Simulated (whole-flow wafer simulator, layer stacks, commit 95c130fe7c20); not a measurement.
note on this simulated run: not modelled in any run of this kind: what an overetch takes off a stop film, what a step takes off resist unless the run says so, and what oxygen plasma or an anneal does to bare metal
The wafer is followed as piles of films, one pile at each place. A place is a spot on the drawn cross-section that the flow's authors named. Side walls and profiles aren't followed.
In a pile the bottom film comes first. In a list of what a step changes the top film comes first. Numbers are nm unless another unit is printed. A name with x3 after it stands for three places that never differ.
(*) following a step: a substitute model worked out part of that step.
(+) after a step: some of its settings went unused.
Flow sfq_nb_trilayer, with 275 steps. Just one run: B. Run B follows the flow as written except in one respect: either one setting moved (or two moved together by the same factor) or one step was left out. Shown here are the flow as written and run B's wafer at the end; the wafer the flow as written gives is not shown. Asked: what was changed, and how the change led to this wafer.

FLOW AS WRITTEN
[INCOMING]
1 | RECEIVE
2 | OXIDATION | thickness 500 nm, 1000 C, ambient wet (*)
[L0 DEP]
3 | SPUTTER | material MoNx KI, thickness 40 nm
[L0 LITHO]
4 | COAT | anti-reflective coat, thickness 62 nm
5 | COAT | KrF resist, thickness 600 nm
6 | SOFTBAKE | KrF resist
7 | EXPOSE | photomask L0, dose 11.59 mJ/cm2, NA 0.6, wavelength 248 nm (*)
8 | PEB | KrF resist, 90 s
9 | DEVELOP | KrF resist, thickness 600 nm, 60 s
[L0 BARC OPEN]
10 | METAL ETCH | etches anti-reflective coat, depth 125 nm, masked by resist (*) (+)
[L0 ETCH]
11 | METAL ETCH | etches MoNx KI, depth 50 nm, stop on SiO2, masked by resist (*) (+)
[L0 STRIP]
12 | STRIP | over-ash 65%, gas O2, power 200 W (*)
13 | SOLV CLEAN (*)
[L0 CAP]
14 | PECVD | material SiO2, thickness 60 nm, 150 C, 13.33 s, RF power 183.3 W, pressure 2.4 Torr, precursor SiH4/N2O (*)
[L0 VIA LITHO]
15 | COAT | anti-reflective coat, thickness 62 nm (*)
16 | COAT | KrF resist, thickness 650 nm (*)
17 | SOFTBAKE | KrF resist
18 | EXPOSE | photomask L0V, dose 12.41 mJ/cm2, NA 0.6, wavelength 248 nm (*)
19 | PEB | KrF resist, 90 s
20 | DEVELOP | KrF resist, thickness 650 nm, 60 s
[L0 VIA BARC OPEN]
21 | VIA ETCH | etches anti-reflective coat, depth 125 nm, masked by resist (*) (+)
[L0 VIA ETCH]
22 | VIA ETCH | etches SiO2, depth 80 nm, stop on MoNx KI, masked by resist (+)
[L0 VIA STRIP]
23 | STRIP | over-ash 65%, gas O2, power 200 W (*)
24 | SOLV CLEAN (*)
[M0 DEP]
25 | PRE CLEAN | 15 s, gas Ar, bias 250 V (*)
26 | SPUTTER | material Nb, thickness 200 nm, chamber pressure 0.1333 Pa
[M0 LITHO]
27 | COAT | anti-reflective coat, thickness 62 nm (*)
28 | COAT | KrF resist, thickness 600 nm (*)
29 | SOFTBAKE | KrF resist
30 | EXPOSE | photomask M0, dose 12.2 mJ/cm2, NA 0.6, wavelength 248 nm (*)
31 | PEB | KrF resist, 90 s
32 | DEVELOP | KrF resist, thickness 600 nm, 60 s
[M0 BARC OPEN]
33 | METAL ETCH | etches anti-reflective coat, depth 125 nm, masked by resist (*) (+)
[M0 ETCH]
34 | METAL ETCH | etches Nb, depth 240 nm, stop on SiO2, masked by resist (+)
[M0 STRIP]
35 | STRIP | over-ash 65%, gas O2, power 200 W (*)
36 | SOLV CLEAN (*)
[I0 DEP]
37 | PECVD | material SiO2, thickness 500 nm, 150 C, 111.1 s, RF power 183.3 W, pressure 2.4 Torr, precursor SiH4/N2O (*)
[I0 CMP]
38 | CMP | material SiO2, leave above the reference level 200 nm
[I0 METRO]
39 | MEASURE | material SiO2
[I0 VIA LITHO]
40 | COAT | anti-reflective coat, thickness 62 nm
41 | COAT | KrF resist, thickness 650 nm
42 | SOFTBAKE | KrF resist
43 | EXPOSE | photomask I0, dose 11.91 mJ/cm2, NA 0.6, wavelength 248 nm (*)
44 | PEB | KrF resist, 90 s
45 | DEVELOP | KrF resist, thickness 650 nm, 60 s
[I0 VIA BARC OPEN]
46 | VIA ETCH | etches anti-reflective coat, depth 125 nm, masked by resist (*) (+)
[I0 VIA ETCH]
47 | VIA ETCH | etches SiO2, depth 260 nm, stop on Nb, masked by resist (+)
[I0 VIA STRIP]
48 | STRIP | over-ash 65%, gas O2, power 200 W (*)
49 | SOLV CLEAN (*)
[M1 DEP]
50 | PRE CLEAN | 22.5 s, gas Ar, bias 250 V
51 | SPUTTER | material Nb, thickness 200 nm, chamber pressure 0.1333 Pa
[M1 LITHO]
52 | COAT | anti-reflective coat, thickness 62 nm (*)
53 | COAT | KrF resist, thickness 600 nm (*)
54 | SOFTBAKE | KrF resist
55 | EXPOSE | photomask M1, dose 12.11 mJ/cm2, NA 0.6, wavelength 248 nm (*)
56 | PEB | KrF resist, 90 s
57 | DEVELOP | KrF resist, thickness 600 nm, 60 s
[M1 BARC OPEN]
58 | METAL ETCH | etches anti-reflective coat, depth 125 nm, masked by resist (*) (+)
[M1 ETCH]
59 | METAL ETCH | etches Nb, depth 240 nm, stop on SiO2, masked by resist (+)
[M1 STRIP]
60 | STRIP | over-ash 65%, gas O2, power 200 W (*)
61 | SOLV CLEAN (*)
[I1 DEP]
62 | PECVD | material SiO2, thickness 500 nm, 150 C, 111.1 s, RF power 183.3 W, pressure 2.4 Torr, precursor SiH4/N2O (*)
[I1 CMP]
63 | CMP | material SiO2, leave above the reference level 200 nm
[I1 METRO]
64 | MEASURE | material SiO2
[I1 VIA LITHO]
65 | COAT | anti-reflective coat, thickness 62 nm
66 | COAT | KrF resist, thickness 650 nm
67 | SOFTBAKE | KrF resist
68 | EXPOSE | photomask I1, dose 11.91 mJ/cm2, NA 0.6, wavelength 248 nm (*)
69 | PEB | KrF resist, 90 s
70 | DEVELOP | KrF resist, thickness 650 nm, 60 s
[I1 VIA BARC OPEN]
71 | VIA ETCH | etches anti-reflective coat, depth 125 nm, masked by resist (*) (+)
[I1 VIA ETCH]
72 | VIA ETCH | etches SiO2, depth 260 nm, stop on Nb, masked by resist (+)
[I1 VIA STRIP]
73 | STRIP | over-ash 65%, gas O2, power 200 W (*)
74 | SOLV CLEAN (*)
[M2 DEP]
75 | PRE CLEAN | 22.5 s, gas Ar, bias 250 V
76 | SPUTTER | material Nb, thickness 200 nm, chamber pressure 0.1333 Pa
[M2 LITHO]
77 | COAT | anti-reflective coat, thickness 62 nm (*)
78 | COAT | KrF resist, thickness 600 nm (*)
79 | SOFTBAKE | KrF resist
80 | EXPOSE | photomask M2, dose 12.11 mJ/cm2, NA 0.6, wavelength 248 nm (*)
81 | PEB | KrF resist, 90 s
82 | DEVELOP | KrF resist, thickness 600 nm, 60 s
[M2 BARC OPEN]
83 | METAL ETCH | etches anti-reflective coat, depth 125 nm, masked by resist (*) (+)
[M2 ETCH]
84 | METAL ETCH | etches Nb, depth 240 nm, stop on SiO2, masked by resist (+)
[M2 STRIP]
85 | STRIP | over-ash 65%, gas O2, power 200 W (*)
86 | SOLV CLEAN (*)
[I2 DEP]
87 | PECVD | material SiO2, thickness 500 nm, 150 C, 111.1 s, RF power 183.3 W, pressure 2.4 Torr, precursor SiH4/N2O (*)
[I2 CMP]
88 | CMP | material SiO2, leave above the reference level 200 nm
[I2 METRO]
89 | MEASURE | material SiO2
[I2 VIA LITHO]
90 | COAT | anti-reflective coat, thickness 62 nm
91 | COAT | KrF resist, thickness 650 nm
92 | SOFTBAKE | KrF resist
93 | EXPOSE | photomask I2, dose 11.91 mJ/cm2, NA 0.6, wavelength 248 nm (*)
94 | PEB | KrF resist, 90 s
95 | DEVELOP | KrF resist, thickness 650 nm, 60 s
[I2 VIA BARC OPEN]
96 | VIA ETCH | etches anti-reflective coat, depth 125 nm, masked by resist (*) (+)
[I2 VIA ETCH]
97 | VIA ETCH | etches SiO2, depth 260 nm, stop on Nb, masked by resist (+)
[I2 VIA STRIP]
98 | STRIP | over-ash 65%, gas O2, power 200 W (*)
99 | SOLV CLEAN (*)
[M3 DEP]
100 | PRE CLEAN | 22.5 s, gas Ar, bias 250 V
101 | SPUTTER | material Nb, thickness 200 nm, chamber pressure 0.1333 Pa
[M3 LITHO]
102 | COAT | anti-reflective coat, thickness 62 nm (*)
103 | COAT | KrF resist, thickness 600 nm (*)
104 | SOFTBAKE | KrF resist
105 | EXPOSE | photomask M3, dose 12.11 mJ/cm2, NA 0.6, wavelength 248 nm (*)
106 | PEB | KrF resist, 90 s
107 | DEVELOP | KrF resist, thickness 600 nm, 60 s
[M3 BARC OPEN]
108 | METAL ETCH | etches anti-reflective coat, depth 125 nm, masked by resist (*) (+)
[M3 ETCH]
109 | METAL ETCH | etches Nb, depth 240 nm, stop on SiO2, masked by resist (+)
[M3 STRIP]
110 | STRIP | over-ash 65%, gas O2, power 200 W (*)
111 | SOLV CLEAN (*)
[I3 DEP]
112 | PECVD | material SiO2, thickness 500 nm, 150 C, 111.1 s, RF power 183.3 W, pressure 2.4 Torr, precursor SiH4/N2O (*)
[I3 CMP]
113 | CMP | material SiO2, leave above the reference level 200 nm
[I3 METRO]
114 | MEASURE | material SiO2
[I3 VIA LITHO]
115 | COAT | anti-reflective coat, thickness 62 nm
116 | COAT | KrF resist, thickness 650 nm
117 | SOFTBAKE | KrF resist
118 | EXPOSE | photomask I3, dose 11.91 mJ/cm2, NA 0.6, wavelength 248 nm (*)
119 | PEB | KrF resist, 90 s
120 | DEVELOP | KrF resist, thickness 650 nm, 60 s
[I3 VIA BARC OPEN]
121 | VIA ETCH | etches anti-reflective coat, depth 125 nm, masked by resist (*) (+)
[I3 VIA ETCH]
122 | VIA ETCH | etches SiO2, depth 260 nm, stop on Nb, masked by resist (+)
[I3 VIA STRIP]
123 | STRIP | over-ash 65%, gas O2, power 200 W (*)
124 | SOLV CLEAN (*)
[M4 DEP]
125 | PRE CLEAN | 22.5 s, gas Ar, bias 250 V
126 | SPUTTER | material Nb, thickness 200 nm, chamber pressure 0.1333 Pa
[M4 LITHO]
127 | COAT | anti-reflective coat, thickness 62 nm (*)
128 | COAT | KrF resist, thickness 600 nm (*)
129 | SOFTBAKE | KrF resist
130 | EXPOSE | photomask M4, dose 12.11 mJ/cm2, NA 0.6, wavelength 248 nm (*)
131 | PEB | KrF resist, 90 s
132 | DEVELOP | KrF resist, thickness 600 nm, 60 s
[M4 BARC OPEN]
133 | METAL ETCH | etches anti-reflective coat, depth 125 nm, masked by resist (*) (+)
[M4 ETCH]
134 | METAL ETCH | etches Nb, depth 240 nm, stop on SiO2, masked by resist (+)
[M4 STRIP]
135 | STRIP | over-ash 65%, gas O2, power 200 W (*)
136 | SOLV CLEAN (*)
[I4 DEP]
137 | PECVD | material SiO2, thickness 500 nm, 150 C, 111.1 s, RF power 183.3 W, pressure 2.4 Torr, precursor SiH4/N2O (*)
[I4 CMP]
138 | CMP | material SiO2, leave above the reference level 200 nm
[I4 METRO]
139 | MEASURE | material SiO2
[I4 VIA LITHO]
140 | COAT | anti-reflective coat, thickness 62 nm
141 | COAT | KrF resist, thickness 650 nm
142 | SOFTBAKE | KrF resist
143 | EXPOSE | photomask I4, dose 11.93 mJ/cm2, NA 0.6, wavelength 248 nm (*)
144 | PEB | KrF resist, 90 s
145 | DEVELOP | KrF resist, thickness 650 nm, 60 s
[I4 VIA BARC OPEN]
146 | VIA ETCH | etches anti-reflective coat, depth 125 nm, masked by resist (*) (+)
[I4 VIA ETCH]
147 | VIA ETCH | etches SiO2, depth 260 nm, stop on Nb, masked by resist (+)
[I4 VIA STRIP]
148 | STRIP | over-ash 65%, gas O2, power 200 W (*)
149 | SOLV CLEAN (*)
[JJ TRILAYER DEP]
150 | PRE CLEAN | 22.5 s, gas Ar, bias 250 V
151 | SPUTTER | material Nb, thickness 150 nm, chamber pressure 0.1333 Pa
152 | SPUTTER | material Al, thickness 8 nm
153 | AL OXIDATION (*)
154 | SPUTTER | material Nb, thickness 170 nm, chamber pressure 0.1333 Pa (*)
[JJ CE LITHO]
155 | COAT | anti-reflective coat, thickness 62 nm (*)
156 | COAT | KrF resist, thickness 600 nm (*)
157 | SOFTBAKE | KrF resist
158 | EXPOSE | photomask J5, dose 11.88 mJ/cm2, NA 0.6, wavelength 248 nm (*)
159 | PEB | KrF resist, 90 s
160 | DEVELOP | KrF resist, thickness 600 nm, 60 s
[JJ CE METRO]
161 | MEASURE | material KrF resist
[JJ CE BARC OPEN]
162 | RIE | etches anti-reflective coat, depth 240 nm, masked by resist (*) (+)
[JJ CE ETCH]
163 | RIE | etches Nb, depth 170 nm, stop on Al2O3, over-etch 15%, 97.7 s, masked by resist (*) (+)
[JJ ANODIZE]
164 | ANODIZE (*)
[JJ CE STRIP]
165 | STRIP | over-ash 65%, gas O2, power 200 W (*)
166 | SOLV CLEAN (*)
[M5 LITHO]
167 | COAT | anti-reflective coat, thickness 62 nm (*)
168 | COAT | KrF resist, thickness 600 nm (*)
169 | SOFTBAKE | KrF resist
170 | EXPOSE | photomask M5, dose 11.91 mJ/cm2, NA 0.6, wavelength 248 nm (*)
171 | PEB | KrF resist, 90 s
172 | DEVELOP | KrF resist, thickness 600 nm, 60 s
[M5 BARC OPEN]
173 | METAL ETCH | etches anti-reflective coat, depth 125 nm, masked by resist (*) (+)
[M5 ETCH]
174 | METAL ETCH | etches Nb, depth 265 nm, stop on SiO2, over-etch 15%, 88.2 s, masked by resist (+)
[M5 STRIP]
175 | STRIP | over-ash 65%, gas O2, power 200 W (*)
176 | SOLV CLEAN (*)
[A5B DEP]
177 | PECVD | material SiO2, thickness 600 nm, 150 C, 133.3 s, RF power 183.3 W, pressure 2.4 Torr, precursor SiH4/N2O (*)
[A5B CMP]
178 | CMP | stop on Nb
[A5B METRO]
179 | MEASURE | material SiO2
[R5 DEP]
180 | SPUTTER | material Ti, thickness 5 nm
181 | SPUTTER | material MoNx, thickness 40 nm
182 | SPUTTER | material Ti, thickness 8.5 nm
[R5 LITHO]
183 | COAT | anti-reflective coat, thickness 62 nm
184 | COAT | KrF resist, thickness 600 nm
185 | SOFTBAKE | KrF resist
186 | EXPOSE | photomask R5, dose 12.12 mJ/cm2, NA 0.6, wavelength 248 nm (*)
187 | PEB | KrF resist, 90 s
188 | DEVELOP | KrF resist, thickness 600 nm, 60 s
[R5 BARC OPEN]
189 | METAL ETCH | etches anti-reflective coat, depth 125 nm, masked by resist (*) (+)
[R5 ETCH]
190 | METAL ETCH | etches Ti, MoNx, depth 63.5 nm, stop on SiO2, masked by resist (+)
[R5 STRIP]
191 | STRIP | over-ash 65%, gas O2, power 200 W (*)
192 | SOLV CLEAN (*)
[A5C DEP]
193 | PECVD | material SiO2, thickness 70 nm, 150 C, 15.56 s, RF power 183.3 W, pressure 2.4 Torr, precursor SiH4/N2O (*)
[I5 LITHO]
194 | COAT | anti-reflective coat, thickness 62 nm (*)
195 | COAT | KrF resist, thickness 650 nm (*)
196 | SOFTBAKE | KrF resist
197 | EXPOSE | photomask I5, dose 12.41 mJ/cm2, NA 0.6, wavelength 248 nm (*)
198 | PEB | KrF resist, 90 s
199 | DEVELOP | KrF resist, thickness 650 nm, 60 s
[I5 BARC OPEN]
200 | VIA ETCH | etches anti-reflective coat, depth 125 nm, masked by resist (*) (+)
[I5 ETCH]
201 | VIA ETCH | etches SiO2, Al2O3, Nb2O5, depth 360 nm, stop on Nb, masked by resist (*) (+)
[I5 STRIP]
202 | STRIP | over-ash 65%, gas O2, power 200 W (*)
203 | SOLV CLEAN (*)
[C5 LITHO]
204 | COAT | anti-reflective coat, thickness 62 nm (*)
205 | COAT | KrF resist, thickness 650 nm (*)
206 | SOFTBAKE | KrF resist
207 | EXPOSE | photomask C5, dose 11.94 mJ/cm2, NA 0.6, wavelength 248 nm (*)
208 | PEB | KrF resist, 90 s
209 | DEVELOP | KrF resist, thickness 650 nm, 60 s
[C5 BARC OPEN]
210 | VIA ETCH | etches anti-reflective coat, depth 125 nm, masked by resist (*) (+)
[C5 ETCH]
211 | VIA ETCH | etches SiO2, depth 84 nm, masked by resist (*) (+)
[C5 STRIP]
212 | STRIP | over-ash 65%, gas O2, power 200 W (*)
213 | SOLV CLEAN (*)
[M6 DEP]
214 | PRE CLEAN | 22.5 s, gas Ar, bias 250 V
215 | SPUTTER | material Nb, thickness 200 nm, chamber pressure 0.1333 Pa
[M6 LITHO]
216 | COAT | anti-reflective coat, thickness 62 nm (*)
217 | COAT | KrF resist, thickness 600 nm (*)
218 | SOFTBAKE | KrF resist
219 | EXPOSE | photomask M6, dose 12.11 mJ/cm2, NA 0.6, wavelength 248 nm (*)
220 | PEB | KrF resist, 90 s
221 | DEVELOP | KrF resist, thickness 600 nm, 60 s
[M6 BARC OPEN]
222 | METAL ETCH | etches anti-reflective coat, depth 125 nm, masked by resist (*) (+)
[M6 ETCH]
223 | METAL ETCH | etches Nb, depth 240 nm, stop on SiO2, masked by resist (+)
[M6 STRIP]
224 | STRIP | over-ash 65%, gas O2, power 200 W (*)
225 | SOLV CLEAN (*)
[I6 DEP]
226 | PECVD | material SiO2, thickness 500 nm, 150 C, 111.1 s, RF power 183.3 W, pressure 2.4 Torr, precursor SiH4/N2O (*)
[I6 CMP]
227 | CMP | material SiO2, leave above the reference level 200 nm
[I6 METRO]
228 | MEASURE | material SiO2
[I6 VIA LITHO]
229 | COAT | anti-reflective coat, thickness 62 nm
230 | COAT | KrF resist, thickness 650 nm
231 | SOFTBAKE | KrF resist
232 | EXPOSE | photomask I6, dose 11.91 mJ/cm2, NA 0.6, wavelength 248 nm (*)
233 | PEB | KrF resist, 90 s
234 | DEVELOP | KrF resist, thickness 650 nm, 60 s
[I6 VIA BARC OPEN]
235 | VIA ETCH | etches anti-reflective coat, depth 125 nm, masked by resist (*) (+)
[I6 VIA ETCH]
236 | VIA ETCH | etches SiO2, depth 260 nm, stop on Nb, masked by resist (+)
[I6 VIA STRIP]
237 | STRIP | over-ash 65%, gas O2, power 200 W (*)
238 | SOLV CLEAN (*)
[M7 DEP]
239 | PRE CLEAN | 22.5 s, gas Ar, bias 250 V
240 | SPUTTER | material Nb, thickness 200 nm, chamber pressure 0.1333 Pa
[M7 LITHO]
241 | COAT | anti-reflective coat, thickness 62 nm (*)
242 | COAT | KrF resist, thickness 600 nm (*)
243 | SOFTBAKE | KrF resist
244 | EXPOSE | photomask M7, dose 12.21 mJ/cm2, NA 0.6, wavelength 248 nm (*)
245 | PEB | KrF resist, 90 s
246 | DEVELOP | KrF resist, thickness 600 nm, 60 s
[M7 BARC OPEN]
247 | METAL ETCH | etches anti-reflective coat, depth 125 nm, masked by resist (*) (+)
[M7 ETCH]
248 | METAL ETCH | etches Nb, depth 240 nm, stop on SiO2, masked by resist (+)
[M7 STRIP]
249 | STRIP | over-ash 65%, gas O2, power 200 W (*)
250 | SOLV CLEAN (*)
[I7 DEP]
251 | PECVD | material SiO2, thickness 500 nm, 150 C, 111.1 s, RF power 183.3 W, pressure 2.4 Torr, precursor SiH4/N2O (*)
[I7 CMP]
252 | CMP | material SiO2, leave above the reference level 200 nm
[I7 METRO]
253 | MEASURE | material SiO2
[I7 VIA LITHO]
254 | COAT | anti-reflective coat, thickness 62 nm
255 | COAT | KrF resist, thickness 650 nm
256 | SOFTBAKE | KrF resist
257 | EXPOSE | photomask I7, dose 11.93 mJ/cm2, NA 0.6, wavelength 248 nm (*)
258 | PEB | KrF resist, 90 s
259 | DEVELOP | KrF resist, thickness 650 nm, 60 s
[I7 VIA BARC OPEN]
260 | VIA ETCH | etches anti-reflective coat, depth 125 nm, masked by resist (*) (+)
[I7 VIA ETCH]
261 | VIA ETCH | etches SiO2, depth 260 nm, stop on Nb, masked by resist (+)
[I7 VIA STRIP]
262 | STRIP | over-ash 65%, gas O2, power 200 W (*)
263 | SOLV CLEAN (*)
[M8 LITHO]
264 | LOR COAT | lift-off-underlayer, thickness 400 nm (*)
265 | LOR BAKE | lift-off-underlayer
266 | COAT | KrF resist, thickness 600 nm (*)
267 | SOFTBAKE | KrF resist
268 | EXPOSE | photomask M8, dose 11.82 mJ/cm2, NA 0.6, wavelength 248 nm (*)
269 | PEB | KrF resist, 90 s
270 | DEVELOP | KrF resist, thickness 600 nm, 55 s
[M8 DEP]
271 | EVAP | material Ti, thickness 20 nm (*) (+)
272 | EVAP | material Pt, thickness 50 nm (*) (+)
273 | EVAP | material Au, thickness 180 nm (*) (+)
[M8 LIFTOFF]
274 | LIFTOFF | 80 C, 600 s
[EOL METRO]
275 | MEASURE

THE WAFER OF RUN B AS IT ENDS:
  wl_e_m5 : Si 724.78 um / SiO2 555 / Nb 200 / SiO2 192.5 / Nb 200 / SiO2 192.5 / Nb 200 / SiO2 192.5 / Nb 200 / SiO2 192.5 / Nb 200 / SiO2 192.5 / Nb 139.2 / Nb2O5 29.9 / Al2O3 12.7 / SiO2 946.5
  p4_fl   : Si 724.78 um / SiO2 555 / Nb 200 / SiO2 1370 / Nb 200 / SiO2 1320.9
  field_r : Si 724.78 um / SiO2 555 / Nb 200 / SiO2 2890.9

What caused this: step 240, SPUTTER: thickness 145 nm was run, though the flow has thickness 200 nm.

Step by step, how the change led to this:
  240 | SPUTTER | material Nb, thickness 200 nm, chamber pressure 0.1333 Pa
      field_l, v_sur, via_wl and 102 more: Nb gains 145 (new film) (as written it would have been: Nb gains 200 (new film))
      via_v: Nb gains 116.7 (as written it would have been: Nb gains 161.1)
  241 | COAT | anti-reflective coat, thickness 62 nm (*)
      via_v: anti-reflective coat gains 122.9 (new film) (as written it would have been: anti-reflective coat gains 126 (new film))
  248 | METAL ETCH | etches Nb, depth 240 nm, stop on SiO2, masked by resist (+)
      field_l, field_r, lsp_l and 62 more: Nb loses 145 (all of it) (as written it would have been: Nb loses 200 (all of it))
      v_sur, via_wl, via_w and 38 more: KrF resist loses 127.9 (as written it would have been: KrF resist loses 141.2)
  249 | STRIP | over-ash 65%, gas O2, power 200 W (*)
      wl_j_sl, wl_jj, wl_j_sr and 14 more: KrF resist loses 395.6 (all of it), anti-reflective coat loses 62 (all of it) (as written it would have been: KrF resist loses 382.4 (all of it), anti-reflective coat loses 62 (all of it))
      ln_m5, lsp_m, ln_m6, lsp_r: KrF resist loses 395.2 (all of it), anti-reflective coat loses 61.8 (all of it) (as written it would have been: KrF resist loses 381.9 (all of it), anti-reflective coat loses 61.8 (all of it))
      (also at 20 further places)
  251 | PECVD | material SiO2, thickness 500 nm, 150 C, 111.1 s, RF power 183.3 W, pressure 2.4 Torr, precursor SiH4/N2O (*)
      m7r_space_l, m7r_space_r: SiO2 gains 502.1 (as written it would have been: SiO2 gains 557.1)
      via_v: SiO2 gains 604.6 (new film) (as written it would have been: SiO2 gains 621 (new film))
  252 | CMP | material SiO2, leave above the reference level 200 nm
      field_l, p4_fl, p4_fm and 56 more: SiO2 loses 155 (as written it would have been: SiO2 loses 100)
      field_r, lsp_l: SiO2 loses 138.8 (as written it would have been: SiO2 loses 77.7)
      (also at 3 further places)
